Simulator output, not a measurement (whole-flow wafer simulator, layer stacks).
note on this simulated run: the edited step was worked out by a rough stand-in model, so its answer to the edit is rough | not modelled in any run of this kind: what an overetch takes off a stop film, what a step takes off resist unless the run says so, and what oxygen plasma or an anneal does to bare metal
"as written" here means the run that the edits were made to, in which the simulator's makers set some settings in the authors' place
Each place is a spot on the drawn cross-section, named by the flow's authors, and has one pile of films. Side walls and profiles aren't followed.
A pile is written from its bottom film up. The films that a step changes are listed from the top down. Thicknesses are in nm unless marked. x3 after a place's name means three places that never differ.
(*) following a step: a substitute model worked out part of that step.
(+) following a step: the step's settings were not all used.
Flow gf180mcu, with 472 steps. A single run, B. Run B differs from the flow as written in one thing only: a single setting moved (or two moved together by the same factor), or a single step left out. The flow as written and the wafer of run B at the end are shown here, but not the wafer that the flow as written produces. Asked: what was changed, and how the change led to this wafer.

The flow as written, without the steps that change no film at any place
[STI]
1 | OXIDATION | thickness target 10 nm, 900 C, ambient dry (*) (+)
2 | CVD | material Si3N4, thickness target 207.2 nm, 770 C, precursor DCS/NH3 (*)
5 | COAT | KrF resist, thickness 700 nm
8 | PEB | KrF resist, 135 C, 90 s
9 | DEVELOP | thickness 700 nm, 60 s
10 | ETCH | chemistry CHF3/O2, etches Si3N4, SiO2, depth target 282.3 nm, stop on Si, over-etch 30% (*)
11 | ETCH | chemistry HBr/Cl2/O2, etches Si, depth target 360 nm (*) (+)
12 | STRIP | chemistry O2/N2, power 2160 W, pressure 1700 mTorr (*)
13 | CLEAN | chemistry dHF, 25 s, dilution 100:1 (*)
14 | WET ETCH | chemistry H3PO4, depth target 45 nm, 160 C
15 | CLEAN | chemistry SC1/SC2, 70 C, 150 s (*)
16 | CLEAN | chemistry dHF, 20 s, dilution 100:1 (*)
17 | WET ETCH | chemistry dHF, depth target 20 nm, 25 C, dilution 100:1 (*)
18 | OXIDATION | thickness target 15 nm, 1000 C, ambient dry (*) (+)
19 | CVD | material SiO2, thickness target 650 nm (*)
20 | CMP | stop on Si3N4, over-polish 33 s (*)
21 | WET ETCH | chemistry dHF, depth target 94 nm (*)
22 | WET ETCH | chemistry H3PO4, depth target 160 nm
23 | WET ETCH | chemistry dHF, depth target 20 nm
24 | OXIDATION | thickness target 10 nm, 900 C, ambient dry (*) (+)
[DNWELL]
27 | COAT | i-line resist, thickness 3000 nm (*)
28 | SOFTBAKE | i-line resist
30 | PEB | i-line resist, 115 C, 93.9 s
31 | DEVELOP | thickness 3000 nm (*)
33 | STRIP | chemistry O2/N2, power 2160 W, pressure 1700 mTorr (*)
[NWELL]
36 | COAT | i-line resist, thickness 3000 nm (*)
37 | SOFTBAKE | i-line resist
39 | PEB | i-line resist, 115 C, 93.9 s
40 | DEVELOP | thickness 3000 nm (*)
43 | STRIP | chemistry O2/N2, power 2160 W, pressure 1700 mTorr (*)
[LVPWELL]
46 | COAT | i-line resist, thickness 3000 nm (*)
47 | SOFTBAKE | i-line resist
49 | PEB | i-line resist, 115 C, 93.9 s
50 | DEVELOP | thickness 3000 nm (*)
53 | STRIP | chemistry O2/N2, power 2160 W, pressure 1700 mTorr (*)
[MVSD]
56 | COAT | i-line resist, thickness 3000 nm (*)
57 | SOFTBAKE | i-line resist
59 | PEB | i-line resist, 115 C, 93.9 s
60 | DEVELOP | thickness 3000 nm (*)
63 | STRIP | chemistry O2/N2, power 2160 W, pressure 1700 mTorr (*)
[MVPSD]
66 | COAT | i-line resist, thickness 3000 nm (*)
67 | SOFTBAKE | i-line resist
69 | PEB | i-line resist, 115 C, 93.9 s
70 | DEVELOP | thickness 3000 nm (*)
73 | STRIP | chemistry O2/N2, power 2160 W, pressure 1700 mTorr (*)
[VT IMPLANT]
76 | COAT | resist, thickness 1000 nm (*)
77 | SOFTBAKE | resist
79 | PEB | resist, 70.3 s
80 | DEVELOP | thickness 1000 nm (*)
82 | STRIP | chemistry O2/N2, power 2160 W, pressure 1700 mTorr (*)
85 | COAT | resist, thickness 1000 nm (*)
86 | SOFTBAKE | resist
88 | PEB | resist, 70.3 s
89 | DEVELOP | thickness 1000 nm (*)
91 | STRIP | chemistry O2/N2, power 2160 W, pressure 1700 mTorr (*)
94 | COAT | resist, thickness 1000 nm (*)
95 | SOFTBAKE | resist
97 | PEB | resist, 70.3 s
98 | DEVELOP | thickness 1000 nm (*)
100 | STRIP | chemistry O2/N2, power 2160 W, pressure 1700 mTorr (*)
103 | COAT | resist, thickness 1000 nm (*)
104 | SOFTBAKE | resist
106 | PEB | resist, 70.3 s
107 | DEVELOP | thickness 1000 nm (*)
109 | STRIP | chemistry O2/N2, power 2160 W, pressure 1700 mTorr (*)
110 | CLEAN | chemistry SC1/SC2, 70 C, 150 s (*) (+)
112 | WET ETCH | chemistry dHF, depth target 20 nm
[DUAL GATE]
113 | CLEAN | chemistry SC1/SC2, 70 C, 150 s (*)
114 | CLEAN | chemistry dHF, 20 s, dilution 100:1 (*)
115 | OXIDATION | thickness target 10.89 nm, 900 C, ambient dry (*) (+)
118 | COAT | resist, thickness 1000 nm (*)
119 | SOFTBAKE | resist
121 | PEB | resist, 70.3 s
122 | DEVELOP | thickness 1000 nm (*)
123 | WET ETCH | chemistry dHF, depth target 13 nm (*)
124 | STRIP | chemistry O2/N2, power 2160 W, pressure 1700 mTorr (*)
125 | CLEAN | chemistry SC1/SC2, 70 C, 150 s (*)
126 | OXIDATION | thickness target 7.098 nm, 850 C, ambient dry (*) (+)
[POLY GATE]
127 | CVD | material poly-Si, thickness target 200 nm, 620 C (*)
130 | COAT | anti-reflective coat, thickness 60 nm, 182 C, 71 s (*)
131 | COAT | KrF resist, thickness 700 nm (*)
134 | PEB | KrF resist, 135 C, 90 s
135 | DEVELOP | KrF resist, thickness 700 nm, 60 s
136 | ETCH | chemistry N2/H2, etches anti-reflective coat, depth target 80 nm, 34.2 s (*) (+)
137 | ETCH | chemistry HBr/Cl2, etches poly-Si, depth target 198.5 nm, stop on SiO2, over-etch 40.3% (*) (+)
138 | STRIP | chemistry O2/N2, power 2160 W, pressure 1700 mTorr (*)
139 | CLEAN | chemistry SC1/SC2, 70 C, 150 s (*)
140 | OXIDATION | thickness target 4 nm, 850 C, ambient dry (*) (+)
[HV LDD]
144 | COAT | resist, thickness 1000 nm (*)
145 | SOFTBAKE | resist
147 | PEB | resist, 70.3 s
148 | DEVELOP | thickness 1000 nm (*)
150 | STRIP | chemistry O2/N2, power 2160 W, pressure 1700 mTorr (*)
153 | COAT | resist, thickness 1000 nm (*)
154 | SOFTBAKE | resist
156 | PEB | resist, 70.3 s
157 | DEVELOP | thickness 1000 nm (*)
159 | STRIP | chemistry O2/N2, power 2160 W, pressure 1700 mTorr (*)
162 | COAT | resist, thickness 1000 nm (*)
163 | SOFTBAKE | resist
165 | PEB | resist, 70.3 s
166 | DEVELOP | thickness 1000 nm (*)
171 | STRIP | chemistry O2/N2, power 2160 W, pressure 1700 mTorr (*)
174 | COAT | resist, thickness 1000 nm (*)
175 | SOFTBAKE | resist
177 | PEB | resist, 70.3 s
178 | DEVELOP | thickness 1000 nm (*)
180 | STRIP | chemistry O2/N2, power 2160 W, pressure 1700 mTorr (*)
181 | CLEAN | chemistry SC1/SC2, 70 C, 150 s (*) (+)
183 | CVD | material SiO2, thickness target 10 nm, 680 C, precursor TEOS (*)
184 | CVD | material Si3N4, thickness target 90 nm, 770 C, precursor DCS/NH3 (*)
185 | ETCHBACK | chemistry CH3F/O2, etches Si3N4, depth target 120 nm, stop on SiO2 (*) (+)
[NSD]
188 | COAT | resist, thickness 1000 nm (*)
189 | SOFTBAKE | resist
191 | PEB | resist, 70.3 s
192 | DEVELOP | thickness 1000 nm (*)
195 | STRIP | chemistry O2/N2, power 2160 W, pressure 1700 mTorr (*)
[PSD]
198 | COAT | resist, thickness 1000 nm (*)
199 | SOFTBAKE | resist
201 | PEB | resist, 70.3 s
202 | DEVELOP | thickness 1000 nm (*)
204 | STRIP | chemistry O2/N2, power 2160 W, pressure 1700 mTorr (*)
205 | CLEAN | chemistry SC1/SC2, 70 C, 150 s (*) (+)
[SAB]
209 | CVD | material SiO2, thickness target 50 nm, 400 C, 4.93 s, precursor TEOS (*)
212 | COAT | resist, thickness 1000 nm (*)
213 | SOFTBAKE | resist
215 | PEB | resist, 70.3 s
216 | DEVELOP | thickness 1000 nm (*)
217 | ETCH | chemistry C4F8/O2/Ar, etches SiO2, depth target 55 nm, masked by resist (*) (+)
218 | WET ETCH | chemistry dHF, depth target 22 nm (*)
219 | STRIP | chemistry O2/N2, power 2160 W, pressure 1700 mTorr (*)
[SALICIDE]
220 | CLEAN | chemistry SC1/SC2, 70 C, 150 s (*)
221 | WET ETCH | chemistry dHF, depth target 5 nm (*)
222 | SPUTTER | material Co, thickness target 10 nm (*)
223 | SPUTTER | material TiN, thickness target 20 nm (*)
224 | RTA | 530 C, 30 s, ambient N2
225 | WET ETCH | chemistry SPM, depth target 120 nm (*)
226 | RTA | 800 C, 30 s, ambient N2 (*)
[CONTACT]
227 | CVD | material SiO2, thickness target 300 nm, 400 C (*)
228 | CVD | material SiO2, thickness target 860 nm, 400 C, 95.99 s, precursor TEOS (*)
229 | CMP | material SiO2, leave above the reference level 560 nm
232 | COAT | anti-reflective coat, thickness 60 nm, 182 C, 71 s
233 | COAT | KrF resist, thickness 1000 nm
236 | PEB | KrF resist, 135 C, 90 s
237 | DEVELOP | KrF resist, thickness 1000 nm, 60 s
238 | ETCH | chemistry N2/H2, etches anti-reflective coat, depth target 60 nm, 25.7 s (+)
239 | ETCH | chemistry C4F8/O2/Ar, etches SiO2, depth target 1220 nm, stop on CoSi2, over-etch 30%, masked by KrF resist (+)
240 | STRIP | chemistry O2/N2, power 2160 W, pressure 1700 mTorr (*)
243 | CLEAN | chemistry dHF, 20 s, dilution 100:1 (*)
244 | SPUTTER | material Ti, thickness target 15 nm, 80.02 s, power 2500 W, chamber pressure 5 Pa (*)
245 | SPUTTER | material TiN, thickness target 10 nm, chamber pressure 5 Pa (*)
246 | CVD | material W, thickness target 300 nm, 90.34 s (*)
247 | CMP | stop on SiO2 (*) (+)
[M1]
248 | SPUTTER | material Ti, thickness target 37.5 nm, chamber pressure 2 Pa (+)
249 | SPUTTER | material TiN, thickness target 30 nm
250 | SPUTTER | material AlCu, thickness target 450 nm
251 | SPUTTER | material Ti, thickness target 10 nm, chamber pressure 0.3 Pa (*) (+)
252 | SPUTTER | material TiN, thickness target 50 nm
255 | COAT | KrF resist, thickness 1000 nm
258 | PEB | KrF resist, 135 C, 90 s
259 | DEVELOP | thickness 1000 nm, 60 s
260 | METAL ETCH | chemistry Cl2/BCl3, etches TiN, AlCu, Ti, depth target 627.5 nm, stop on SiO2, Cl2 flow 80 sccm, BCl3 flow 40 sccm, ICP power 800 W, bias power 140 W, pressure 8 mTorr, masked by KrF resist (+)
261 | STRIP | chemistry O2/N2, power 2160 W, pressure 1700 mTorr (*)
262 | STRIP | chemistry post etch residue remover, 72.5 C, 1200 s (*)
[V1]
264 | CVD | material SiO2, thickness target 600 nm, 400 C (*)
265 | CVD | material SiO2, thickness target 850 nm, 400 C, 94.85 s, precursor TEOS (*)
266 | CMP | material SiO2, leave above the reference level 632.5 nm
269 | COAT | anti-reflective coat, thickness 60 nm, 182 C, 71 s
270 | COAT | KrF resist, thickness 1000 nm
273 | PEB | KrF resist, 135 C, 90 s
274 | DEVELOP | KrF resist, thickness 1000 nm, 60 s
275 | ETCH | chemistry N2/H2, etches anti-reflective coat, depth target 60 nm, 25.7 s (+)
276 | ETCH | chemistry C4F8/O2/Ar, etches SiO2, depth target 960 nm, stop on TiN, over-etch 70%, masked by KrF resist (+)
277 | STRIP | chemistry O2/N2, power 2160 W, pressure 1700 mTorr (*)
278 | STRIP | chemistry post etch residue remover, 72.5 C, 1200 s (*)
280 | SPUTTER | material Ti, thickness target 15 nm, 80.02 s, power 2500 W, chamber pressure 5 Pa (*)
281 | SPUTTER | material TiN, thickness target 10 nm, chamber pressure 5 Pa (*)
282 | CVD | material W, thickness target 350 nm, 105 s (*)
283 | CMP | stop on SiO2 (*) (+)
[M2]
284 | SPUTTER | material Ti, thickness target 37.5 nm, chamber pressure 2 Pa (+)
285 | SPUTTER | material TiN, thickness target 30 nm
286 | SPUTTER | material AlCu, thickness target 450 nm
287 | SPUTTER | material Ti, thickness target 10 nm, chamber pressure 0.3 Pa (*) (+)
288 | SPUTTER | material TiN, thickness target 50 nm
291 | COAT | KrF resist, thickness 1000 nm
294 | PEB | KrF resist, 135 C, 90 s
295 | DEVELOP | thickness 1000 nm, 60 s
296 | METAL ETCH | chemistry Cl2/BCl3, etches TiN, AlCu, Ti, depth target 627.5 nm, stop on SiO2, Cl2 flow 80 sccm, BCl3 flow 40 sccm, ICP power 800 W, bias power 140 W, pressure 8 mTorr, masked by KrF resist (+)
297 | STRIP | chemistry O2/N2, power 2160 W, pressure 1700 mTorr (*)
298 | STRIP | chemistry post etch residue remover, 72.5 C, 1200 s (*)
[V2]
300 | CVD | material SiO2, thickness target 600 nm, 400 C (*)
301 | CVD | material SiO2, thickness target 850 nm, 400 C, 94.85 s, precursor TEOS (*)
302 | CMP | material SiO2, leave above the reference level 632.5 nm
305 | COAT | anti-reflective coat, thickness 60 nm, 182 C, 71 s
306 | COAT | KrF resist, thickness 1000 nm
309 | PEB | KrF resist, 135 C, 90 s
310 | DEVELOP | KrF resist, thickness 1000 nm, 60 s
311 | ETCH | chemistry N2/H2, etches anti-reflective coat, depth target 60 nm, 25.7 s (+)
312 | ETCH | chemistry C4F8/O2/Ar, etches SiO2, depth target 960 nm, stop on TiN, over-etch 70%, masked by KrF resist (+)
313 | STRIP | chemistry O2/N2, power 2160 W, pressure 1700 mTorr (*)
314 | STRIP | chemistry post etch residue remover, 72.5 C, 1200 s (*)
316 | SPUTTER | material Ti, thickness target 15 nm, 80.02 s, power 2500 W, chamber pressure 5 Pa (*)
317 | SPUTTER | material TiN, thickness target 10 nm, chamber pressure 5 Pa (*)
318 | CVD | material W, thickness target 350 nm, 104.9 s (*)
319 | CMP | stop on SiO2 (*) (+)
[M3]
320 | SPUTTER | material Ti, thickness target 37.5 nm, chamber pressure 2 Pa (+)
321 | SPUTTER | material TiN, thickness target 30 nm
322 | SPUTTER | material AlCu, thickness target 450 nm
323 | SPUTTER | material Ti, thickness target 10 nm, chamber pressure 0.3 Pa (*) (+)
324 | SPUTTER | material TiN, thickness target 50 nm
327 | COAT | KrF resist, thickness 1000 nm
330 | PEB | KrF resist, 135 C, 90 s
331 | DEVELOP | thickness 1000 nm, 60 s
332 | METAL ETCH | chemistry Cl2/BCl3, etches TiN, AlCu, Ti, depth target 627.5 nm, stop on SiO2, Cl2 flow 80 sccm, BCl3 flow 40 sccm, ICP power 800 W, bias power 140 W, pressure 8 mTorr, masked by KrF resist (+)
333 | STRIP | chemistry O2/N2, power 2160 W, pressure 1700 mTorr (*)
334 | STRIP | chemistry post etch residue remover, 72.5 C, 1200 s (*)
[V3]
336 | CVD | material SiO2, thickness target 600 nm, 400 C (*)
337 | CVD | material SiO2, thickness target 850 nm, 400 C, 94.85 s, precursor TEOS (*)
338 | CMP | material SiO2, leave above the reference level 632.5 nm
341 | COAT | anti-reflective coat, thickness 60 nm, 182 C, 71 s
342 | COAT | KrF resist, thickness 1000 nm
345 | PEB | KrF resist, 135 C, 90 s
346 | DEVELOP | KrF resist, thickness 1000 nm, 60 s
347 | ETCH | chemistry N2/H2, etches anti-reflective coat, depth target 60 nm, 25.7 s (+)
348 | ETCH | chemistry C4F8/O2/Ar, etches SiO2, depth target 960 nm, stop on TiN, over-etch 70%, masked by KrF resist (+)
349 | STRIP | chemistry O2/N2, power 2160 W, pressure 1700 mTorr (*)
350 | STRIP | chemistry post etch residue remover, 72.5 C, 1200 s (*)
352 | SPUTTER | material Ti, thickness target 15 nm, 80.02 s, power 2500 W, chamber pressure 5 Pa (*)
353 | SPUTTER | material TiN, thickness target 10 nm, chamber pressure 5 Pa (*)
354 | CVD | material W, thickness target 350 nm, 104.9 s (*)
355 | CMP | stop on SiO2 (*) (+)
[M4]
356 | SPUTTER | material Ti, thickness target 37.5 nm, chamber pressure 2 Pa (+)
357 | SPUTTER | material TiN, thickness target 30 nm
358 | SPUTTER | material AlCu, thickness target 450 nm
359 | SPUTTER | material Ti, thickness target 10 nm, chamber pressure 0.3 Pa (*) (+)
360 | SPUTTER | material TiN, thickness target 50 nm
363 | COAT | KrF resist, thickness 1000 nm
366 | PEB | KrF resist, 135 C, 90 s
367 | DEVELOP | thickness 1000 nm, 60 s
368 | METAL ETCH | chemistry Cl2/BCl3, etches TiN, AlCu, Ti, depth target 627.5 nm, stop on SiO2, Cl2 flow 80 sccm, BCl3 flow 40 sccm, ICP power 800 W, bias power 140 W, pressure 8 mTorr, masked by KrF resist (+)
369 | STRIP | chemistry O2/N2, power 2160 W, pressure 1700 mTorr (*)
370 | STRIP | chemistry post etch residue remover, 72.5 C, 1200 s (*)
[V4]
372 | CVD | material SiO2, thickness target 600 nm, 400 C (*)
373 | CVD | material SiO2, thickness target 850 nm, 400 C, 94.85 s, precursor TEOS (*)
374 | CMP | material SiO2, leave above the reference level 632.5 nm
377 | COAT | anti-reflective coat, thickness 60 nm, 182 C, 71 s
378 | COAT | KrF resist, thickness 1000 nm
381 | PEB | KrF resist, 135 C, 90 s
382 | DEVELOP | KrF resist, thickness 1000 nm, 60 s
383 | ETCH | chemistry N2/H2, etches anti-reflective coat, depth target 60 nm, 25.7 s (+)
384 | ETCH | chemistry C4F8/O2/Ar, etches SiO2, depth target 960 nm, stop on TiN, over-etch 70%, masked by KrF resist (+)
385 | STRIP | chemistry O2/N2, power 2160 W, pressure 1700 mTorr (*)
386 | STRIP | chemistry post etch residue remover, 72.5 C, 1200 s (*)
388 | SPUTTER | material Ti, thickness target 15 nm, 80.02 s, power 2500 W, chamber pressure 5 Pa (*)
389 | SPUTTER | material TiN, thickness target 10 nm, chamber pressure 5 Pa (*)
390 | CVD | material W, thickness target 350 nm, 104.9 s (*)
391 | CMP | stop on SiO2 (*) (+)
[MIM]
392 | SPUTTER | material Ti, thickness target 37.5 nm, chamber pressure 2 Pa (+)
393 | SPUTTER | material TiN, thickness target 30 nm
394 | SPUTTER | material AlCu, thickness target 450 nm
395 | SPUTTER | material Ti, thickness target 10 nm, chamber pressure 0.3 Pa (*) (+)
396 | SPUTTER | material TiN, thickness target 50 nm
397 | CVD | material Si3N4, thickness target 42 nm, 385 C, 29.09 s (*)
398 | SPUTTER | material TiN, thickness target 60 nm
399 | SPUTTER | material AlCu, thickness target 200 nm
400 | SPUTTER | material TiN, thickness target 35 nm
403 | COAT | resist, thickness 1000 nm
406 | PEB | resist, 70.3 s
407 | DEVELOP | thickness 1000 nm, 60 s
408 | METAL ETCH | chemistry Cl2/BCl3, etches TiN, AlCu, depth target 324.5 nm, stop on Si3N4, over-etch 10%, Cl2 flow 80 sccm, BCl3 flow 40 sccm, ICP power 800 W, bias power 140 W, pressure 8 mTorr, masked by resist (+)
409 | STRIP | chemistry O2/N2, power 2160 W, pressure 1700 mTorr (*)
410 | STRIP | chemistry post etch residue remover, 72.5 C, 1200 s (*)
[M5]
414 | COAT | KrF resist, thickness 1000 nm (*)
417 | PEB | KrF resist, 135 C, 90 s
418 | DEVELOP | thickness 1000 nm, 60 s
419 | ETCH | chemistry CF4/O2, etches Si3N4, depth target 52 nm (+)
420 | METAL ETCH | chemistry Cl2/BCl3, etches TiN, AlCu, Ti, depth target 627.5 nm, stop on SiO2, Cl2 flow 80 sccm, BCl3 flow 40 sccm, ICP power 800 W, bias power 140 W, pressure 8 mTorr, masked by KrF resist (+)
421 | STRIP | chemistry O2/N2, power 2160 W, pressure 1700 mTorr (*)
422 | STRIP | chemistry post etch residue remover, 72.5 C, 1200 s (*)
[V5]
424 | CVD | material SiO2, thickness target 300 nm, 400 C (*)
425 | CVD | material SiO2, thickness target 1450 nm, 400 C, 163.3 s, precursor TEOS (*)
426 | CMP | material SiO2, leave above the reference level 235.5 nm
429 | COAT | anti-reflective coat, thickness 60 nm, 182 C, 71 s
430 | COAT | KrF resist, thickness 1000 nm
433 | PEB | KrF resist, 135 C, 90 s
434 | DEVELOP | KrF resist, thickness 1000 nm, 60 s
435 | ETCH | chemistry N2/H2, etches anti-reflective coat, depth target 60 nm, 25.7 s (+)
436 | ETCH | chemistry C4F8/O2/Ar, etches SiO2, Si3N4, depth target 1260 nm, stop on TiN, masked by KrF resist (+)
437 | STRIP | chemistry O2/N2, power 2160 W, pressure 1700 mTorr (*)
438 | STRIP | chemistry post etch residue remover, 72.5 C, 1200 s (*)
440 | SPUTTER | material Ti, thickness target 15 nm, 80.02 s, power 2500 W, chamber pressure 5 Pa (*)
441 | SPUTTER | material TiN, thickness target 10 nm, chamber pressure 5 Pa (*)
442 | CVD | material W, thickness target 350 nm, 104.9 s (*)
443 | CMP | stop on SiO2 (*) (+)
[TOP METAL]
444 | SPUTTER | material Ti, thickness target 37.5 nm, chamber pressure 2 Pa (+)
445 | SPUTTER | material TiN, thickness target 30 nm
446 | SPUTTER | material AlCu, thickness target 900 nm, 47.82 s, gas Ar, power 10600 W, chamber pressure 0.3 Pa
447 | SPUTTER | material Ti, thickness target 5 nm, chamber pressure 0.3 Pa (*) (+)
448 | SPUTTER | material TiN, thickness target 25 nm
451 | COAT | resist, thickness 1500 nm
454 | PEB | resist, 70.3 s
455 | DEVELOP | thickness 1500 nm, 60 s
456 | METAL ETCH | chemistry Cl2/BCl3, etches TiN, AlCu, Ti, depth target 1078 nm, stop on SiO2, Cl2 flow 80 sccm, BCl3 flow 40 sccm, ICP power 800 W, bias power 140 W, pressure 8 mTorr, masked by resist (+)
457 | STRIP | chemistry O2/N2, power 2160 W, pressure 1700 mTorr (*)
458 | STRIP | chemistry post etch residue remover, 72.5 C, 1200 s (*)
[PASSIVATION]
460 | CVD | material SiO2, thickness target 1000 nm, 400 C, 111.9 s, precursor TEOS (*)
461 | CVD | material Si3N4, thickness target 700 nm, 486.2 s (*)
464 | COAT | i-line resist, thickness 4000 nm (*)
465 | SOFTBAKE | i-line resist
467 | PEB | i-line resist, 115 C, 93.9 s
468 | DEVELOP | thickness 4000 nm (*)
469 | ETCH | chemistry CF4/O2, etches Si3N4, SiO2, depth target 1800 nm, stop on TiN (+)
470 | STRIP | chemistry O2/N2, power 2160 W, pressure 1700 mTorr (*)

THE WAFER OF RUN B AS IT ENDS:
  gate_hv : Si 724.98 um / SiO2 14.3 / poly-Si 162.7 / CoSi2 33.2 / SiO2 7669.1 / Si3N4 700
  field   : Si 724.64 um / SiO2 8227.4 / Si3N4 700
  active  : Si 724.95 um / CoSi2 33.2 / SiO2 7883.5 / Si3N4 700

The reason: step 222, SPUTTER: thickness target 9.5 nm was run, though the flow has thickness target 10 nm.

Step by step, how the change led to this:
  222 | SPUTTER | material Co, thickness target 10 nm (*)
      pplus_u: +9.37 Co (new film) (in the flow as written it would be: +10 Co (new film))
  224 | RTA | 530 C, 30 s, ambient N2
      gate, gate_hv, gate_p and 22 more: under 1 film: +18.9 CoSi (new film), -9.5 Co (all of it), -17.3 poly-Si (in the flow as written it would be: under 1 film: +19.9 CoSi (new film), -10 Co (all of it), -18.2 poly-Si)
      active, p_well, sd_n and 11 more: under 1 film: +18.9 CoSi (new film), -9.5 Co (all of it), -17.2 Si (in the flow as written it would be: under 1 film: +19.9 CoSi (new film), -10 Co (all of it), -18.1 Si)
      (also at 10 further places)
  225 | WET ETCH | chemistry SPM, depth target 120 nm (*)
      pplus_u: -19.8 TiN (all of it), -9.37 Co (all of it) (in the flow as written it would be: -19.8 TiN (all of it), -10 Co (all of it))
  226 | RTA | 800 C, 30 s, ambient N2 (*)
      gate, gate_hv, gate_p and 22 more: +33.2 CoSi2 (new film), -18.9 CoSi (all of it), -17.3 poly-Si (in the flow as written it would be: +35 CoSi2 (new film), -19.9 CoSi (all of it), -18.2 poly-Si)
      active, p_well, sd_n and 11 more: +33.2 CoSi2 (new film), -18.9 CoSi (all of it), -17.2 Si (in the flow as written it would be: +35 CoSi2 (new film), -19.9 CoSi (all of it), -18.1 Si)
      (also at 10 further places)
